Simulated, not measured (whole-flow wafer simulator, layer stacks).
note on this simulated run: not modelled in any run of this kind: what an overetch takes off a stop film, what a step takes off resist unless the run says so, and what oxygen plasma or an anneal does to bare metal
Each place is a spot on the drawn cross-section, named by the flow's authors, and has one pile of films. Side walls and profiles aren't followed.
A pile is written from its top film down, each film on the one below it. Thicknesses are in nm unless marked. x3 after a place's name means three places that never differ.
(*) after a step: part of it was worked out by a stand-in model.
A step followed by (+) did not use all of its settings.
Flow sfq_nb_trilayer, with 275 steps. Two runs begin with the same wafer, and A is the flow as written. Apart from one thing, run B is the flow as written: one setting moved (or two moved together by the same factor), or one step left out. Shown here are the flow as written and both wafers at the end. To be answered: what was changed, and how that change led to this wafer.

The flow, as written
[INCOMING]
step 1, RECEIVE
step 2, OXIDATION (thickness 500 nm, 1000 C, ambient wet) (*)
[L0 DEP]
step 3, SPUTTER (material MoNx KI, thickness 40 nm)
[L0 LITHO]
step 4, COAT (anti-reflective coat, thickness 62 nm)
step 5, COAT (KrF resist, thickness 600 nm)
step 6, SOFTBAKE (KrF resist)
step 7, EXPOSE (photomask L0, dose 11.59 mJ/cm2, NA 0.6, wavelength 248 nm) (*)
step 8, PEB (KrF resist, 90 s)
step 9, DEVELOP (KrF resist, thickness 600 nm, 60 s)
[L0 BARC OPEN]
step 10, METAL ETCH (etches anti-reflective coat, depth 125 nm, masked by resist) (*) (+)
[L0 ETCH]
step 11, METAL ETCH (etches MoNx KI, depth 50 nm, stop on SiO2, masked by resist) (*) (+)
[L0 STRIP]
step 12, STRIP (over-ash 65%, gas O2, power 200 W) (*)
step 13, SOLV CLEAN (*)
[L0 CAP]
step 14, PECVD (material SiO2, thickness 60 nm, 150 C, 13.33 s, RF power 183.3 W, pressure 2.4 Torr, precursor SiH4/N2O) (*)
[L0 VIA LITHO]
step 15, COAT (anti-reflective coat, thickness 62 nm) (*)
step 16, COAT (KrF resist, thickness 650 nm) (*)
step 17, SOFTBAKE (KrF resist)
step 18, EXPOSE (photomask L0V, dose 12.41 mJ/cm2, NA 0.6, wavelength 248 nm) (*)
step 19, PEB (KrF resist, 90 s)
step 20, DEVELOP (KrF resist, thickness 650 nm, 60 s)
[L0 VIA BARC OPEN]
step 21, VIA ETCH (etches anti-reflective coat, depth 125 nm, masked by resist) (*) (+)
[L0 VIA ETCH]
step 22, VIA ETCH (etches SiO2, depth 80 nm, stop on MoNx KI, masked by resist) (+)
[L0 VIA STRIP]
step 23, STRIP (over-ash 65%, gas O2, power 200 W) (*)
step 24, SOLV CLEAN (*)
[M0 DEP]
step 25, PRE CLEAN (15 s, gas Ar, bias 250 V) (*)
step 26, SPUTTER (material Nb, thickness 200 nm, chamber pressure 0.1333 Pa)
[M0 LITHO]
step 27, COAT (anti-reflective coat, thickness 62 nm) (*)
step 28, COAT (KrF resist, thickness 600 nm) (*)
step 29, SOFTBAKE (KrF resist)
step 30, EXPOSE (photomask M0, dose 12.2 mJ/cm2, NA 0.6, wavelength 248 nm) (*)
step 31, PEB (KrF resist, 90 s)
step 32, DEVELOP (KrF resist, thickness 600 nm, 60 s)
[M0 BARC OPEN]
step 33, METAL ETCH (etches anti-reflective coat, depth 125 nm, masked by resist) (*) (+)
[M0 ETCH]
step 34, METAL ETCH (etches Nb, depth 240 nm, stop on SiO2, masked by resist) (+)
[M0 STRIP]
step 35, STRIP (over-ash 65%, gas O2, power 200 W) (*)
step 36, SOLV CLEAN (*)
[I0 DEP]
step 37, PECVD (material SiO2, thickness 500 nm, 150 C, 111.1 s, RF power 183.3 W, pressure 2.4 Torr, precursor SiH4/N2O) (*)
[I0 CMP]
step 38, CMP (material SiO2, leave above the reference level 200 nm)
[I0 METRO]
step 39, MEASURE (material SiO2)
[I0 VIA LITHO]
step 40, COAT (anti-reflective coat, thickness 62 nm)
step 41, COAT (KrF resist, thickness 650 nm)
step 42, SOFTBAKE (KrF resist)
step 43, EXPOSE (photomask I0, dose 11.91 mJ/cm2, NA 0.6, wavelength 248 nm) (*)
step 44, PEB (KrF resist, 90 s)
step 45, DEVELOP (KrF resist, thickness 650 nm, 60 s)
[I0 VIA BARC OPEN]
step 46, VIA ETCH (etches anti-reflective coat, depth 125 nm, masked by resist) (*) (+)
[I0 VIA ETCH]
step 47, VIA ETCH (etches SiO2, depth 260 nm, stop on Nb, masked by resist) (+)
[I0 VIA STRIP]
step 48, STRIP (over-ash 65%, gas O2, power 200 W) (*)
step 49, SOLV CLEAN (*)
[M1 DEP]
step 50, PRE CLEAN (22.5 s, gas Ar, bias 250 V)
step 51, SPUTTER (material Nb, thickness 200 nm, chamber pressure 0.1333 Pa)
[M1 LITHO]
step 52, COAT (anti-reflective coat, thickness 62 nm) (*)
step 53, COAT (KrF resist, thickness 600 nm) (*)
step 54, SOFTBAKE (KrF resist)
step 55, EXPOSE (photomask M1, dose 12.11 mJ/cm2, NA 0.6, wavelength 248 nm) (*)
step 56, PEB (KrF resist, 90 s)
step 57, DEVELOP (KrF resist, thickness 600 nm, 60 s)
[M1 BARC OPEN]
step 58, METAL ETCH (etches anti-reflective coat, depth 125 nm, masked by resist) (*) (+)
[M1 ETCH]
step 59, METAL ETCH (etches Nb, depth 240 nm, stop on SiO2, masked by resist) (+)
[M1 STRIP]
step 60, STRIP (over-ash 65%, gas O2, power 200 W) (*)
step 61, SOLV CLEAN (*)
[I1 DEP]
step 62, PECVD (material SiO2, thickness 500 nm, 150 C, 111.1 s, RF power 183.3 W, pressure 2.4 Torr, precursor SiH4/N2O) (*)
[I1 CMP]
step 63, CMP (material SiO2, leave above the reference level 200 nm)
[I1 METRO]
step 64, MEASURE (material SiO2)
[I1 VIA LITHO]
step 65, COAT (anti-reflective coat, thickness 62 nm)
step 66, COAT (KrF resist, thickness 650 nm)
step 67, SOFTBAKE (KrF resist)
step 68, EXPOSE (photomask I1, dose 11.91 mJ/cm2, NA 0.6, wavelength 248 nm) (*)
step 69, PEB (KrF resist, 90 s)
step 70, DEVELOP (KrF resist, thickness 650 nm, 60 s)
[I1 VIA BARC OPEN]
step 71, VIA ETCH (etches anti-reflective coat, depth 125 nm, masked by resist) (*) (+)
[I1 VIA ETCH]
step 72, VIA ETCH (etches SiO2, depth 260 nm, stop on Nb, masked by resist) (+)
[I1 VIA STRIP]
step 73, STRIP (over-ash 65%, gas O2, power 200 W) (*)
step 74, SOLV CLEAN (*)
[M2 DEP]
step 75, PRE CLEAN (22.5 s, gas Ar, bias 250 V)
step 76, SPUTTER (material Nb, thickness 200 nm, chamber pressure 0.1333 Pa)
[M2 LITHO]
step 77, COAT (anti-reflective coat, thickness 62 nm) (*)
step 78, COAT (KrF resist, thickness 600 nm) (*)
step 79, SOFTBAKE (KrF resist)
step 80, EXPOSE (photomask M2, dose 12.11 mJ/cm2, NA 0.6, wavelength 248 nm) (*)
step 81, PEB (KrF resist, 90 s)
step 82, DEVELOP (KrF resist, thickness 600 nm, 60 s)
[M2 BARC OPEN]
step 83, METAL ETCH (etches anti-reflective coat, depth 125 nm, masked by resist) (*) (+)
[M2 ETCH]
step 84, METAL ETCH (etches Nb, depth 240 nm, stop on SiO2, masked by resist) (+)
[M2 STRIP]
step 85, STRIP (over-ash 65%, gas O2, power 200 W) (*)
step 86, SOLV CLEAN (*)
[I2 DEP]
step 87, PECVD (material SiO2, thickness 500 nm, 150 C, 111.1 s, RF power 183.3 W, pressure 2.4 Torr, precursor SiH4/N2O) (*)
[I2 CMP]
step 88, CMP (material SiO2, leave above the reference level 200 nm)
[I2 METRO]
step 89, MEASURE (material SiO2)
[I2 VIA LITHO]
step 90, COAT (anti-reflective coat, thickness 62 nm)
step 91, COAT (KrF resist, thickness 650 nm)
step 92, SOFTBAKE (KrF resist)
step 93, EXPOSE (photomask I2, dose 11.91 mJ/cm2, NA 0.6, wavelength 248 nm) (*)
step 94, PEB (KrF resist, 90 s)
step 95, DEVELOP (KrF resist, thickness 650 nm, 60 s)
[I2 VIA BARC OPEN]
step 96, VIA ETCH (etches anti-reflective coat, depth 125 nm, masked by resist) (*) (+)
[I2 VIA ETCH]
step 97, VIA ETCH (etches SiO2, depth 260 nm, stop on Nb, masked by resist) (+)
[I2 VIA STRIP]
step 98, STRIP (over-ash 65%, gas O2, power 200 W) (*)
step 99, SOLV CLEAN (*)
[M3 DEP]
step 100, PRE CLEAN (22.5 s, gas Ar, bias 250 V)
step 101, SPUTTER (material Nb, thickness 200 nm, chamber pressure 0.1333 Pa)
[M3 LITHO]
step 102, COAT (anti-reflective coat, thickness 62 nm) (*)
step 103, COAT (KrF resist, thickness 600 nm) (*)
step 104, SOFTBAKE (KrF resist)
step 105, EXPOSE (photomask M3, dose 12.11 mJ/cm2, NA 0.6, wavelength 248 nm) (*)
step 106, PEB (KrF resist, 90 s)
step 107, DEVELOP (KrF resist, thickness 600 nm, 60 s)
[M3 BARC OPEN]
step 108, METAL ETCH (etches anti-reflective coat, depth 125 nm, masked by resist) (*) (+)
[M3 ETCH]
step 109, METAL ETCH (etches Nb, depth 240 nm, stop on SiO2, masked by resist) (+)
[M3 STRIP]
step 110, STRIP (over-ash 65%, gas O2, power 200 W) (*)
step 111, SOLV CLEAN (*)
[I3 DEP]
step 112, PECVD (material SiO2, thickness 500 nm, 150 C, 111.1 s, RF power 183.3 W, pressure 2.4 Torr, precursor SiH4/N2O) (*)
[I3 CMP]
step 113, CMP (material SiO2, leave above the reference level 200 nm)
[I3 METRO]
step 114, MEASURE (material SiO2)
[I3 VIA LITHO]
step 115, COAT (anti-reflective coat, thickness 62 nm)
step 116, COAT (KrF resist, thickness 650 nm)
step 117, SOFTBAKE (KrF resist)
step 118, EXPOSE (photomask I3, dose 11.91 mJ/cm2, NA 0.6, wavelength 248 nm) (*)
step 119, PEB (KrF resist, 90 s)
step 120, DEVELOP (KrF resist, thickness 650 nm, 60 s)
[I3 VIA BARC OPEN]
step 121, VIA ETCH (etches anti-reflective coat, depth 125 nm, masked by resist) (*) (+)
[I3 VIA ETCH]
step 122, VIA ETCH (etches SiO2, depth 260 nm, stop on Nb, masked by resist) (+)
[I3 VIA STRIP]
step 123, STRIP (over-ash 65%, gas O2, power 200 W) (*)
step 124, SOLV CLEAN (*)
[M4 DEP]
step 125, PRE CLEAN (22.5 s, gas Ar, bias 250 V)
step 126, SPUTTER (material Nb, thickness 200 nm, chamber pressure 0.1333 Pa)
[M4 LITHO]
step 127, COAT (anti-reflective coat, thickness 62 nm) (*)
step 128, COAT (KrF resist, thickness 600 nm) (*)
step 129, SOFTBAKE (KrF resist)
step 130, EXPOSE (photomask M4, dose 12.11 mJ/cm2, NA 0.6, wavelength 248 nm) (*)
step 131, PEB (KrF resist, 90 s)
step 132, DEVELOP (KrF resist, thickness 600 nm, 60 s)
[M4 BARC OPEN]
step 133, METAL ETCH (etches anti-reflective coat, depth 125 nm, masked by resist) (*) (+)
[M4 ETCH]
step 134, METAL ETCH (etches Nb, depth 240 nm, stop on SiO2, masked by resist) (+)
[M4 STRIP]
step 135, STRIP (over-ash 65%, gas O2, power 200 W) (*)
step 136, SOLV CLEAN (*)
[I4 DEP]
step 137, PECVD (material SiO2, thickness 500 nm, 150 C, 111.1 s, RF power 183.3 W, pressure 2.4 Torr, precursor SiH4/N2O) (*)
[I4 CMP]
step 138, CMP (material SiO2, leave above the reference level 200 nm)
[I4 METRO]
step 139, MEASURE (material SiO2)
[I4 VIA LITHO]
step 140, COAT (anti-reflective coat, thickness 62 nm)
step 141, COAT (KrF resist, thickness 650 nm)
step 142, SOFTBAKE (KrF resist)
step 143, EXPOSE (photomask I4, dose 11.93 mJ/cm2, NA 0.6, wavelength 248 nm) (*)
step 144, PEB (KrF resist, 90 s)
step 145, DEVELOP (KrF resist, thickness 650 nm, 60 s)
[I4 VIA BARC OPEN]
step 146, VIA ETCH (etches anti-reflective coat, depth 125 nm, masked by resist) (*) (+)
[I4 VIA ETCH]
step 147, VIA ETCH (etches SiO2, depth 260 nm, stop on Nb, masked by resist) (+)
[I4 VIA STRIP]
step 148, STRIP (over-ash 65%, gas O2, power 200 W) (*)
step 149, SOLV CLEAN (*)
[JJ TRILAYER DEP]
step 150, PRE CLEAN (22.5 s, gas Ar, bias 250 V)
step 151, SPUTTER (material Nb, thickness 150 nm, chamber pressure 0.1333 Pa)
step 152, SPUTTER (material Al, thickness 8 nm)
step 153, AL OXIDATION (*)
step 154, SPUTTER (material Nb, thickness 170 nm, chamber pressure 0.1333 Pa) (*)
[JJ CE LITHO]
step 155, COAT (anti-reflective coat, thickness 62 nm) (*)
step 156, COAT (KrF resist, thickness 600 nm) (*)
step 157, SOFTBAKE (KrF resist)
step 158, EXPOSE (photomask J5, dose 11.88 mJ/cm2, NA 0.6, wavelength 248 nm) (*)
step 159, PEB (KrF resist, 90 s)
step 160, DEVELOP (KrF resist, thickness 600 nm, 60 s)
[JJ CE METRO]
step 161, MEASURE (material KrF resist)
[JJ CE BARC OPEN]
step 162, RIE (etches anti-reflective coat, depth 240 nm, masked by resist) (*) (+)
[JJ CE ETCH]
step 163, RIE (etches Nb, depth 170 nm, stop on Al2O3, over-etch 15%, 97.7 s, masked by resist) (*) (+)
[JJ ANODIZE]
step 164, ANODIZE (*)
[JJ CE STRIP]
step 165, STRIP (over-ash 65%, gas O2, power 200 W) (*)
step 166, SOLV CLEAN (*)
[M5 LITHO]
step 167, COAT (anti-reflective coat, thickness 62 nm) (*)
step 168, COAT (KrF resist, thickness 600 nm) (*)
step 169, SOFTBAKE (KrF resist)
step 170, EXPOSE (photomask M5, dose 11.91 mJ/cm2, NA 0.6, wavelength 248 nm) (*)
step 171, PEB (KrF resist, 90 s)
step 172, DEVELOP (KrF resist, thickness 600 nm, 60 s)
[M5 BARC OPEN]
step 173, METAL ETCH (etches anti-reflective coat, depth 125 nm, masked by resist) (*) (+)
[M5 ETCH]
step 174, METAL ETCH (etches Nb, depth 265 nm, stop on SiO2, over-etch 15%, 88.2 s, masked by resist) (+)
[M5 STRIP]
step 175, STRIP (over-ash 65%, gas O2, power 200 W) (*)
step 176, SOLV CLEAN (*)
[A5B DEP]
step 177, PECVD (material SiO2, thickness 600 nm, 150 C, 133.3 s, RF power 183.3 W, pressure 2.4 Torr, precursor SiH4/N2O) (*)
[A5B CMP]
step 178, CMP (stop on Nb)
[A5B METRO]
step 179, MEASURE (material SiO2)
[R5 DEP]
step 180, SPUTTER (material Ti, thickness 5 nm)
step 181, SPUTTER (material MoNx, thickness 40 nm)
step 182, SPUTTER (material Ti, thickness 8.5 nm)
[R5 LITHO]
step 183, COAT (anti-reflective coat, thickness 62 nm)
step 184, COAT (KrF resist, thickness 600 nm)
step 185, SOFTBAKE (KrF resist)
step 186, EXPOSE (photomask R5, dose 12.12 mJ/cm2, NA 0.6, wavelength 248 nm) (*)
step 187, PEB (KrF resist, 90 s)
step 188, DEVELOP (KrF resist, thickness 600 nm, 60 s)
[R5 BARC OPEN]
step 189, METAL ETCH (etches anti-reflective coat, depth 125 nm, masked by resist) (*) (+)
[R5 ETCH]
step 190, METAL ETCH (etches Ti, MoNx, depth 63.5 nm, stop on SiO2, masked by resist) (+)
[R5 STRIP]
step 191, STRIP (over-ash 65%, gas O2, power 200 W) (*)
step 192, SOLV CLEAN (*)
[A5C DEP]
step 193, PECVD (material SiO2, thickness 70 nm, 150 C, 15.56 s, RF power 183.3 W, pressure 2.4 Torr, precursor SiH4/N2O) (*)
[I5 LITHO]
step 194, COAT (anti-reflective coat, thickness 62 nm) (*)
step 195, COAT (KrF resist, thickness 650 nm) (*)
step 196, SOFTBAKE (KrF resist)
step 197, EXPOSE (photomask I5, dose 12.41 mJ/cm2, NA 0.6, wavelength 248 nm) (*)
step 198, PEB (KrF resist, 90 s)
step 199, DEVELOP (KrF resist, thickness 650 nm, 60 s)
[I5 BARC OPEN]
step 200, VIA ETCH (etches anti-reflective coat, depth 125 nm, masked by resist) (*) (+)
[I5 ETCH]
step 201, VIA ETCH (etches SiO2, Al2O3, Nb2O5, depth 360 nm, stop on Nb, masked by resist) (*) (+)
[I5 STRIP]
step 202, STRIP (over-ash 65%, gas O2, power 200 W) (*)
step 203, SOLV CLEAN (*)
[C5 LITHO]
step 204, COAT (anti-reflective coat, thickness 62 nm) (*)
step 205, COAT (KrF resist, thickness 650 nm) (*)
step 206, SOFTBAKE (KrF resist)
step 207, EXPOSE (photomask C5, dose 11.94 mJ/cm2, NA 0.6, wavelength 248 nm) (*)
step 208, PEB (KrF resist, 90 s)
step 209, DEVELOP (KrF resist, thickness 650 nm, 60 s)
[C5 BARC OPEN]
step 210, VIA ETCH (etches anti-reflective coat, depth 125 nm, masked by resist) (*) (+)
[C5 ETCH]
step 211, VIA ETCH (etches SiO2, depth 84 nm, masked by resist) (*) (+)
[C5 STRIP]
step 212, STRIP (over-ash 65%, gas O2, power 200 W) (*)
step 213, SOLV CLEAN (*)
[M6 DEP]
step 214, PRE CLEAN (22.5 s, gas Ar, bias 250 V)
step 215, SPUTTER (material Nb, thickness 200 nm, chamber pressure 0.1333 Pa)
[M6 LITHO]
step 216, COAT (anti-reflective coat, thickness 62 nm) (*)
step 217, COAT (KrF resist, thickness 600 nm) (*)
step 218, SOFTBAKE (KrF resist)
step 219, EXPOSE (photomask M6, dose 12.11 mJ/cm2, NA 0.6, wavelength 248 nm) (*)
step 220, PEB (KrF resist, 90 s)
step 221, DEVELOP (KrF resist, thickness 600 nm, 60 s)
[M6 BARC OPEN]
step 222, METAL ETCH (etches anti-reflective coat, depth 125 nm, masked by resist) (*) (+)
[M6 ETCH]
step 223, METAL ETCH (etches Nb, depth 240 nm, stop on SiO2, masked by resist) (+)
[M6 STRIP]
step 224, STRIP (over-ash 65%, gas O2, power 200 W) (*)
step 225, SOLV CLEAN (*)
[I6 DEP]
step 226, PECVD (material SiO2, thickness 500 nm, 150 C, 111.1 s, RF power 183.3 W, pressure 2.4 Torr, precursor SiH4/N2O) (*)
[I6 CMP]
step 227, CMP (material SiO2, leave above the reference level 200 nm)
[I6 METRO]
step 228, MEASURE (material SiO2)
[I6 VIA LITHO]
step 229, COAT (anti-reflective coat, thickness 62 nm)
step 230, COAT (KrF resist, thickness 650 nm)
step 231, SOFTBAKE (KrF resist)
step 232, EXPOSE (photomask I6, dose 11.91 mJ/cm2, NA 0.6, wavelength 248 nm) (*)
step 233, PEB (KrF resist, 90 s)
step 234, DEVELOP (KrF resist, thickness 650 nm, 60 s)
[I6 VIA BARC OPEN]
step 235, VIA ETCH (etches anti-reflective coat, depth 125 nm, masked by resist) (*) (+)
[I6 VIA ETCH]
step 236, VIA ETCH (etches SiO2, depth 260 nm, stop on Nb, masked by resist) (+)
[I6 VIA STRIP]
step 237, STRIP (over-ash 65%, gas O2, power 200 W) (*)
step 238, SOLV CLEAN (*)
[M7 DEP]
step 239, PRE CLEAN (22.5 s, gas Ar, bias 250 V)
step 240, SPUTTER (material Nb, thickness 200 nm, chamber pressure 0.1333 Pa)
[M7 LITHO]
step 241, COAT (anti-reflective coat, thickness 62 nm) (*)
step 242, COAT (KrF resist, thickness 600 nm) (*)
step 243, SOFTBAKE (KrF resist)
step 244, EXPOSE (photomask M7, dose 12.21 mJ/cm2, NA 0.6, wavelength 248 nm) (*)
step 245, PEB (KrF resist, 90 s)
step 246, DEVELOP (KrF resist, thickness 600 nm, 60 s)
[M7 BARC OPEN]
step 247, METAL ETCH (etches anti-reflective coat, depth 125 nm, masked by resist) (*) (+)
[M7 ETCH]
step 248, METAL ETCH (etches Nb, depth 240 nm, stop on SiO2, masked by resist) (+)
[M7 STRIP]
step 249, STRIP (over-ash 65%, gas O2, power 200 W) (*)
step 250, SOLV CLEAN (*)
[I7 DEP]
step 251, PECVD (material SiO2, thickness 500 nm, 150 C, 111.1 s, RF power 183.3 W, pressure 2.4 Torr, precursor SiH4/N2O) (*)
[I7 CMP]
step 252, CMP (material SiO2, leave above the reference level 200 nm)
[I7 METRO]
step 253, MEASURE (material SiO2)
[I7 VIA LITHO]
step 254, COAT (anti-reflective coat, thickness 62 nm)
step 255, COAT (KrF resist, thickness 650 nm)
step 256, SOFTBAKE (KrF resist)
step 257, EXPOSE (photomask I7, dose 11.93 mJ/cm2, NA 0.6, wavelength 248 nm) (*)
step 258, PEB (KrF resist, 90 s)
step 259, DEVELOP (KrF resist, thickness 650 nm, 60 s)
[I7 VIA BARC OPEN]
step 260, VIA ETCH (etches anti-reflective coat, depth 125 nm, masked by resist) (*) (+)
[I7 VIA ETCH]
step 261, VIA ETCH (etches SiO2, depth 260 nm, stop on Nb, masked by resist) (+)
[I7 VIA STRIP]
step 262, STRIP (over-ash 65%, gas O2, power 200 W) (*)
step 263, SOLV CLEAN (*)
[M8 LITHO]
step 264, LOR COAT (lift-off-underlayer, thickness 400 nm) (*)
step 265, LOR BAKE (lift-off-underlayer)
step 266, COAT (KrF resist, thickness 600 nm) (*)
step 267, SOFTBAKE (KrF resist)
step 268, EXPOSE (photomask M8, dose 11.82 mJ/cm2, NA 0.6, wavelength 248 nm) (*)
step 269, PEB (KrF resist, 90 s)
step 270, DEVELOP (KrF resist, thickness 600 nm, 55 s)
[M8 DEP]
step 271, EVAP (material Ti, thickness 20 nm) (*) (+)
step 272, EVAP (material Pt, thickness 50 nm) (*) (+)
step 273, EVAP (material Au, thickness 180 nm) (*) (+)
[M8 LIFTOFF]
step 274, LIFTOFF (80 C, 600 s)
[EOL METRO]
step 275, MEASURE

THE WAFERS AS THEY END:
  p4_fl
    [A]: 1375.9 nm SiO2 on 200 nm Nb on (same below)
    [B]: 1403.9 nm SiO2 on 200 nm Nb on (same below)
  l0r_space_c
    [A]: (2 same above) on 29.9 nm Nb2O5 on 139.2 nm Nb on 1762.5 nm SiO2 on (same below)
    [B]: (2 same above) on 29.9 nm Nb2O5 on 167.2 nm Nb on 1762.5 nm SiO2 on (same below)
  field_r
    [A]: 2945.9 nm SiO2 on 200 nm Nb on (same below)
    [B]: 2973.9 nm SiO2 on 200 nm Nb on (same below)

Cause: step 151, SPUTTER: thickness 178 nm was run, whereas the flow has thickness 150 nm.

How this came from the change, step by step:
  step 151, SPUTTER (material Nb, thickness 150 nm, chamber pressure 0.1333 Pa)
      field_l, v_sur, via_sp and 100 more: A +150 Nb (new film) | B +178 Nb (new film)
      via_wl, via_w, via_wr: A +130.4 Nb | B +155 Nb
  step 155, COAT (anti-reflective coat, thickness 62 nm) (*)
      via_wl, via_wr: A +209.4 anti-reflective coat (new film) | B +217.5 anti-reflective coat (new film)
      via_w: A +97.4 anti-reflective coat (new film) | B +99.8 anti-reflective coat (new film)
  step 162, RIE (etches anti-reflective coat, depth 240 nm, masked by resist) (*) (+)
      ce_l, c5j, ce_r, wl_jj: A -209.4 KrF resist | B -217.5 KrF resist
      via_wl, via_wr: A -209.4 anti-reflective coat (all of it) | B -217.5 anti-reflective coat (all of it)
      (as well as at 1 more place)
  step 165, STRIP (over-ash 65%, gas O2, power 200 W) (*)
      c5j, ce_r: A -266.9 KrF resist (all of it), -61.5 anti-reflective coat (all of it) | B -258.8 KrF resist (all of it), -61.5 anti-reflective coat (all of it)
      ce_l: A -266.8 KrF resist (all of it), -61.4 anti-reflective coat (all of it) | B -258.7 KrF resist (all of it), -61.4 anti-reflective coat (all of it)
      (as well as at 1 more place)
  step 167, COAT (anti-reflective coat, thickness 62 nm) (*)
      via_wl: A +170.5 anti-reflective coat (new film) | B +175.1 anti-reflective coat (new film)
      via_wr: A +170.6 anti-reflective coat (new film) | B +175.1 anti-reflective coat (new film)
      (as well as at 2 more places)
  step 174, METAL ETCH (etches Nb, depth 265 nm, stop on SiO2, over-etch 15%, 88.2 s, masked by resist) (+)
      field_l, r_sur, res and 49 more: A -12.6 Al2O3 (all of it), -29.9 Nb2O5 (all of it), -139.2 Nb (all of it), -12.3 SiO2 | B -12.6 Al2O3 (all of it), -29.9 Nb2O5 (all of it), -167.2 Nb (all of it), -9.49 SiO2
      wl_a_sl: A -12.6 Al2O3 (all of it), -29.9 Nb2O5 (all of it), -139.2 Nb (all of it), -12.3 SiO2 | B -12.6 Al2O3 (all of it), -29.9 Nb2O5 (all of it), -167.2 Nb (all of it), -9.5 SiO2
  step 175, STRIP (over-ash 65%, gas O2, power 200 W) (*)
      via_wl: A -427 KrF resist (all of it), -170.5 anti-reflective coat (all of it) | B -425.5 KrF resist (all of it), -175.1 anti-reflective coat (all of it)
      via_wr: A -427.6 KrF resist (all of it), -170.6 anti-reflective coat (all of it) | B -426.1 KrF resist (all of it), -175.1 anti-reflective coat (all of it)
      (as well as at 2 more places)
  step 178, CMP (stop on Nb)
      field_l, p4_fl, p4_fm and 39 more: A -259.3 SiO2 | B -234.1 SiO2
      r_sur, res, r_end, moat, field_r, lsp_l: A -252.3 SiO2 | B -226.2 SiO2
      (as well as at 5 more places)
